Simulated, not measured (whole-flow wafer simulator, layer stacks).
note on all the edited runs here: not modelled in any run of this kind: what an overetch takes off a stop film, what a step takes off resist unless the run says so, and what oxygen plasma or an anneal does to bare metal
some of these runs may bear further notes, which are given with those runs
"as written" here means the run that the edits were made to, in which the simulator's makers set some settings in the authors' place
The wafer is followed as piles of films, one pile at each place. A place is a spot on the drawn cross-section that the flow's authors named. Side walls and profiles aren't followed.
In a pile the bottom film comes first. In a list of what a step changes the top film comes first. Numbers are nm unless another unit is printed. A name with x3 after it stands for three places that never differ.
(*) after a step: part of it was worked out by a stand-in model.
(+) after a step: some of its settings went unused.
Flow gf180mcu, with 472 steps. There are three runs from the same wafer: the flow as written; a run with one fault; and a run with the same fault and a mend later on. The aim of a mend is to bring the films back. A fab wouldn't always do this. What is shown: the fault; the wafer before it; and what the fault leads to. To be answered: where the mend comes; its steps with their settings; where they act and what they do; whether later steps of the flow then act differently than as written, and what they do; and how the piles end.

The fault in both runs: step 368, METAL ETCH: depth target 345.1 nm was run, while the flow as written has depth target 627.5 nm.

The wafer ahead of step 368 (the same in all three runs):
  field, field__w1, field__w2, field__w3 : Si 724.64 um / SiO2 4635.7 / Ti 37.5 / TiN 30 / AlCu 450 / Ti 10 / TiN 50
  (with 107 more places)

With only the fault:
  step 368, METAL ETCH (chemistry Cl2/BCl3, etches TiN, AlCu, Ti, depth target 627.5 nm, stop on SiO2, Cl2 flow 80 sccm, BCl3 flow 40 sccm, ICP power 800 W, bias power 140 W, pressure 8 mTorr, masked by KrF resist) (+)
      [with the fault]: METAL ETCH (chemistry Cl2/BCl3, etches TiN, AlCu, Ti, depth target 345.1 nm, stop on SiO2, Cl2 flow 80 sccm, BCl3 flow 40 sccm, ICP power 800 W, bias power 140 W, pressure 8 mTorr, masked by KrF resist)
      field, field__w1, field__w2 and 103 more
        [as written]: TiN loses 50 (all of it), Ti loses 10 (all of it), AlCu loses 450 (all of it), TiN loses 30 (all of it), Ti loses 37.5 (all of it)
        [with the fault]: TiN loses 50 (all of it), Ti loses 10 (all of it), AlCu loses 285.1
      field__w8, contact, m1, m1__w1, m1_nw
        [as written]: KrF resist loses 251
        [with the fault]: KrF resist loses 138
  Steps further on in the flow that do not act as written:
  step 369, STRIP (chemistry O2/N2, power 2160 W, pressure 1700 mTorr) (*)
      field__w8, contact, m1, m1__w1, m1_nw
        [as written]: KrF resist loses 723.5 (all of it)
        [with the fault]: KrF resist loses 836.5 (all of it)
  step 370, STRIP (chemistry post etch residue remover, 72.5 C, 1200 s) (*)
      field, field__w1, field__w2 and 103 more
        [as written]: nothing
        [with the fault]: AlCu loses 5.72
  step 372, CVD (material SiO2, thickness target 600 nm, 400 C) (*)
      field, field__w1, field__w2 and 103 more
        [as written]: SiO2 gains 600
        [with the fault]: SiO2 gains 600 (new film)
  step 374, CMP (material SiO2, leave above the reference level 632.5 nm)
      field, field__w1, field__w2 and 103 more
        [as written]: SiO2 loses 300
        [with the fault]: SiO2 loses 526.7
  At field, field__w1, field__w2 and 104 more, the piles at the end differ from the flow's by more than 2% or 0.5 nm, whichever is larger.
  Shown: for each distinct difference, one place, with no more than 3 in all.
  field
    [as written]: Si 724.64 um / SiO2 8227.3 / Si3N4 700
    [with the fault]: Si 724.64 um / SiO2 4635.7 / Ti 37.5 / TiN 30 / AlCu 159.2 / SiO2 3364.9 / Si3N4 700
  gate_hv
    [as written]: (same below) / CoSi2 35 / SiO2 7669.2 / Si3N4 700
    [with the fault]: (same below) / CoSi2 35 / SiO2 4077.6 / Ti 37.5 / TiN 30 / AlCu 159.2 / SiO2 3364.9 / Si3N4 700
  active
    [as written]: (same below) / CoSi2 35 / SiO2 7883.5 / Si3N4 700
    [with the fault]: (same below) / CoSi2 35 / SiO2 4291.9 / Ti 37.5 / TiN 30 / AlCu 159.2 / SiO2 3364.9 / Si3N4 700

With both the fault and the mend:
  The mend stands after step 368.
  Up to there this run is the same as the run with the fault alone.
  step 368a, METAL ETCH (chemistry Cl2/BCl3, etches TiN, AlCu, Ti, depth target 282.4 nm, stop on SiO2, Cl2 flow 80 sccm, BCl3 flow 40 sccm, ICP power 800 W, bias power 140 W, pressure 8 mTorr, masked by KrF resist) (+) (the flow's step 368, run once more with other settings)
      field, field__w1, field__w2 and 103 more
        AlCu loses 164.9 (all of it), TiN loses 30 (all of it), Ti loses 37.5 (all of it)
      field__w8, contact, m1, m1__w1, m1_nw
        KrF resist loses 113
  None of the later steps of the flow acts differently than as written at any place that is followed.
  The piles end the same as the flow's at every place that both follow.
